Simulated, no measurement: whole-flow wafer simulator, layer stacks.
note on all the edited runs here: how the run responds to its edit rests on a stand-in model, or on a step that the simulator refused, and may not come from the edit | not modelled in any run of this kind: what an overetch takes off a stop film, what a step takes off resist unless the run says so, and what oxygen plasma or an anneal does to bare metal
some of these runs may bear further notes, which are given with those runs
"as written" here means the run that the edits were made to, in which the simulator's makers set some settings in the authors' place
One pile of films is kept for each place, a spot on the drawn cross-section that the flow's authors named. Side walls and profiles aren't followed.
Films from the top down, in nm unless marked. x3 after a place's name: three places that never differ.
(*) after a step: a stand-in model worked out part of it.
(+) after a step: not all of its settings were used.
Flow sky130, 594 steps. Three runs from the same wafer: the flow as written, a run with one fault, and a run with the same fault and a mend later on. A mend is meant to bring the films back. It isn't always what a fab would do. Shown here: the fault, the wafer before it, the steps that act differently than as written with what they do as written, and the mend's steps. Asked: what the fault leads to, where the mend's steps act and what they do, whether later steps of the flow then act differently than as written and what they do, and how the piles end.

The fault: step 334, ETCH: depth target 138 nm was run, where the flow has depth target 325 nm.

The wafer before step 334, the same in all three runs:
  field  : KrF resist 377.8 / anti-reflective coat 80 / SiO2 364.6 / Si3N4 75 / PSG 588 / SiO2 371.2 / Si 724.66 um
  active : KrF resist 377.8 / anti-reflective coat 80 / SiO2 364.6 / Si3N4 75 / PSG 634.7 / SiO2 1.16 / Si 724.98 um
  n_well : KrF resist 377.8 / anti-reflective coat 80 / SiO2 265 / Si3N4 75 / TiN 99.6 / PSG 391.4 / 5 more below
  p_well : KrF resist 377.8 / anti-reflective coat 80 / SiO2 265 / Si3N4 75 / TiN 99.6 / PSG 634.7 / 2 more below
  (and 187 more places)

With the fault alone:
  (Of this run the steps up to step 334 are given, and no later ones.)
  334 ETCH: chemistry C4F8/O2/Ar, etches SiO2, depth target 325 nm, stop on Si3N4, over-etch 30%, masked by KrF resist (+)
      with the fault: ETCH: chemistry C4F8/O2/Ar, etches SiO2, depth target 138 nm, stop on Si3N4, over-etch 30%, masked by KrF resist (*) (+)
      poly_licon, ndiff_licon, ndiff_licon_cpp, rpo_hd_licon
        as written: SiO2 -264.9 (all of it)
        with the fault: SiO2 -138
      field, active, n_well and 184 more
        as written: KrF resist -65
        with the fault: KrF resist -27.6
  After step 334 the piles differ from the flow's by more than 2% or 0.5 nm, whichever is larger, at field, active, n_well and 188 more.
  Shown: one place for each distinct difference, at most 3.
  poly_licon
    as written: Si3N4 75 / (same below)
    with the fault: SiO2 126.9 / Si3N4 75 / (same below)
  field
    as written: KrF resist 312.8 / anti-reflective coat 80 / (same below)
    with the fault: KrF resist 350.2 / anti-reflective coat 80 / (same below)

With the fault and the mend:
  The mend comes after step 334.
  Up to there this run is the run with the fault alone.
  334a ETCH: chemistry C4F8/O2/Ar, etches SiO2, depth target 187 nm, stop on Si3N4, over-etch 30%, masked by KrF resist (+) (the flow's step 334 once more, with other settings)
      field, active, n_well and 184 more
        KrF resist -37.4
      poly_licon, ndiff_licon, ndiff_licon_cpp, rpo_hd_licon
        SiO2 -126.9 (all of it)
  No later step of the flow acts differently than as written at any place that is followed.
  At the end the piles are the same as the flow's at every place that both follow.
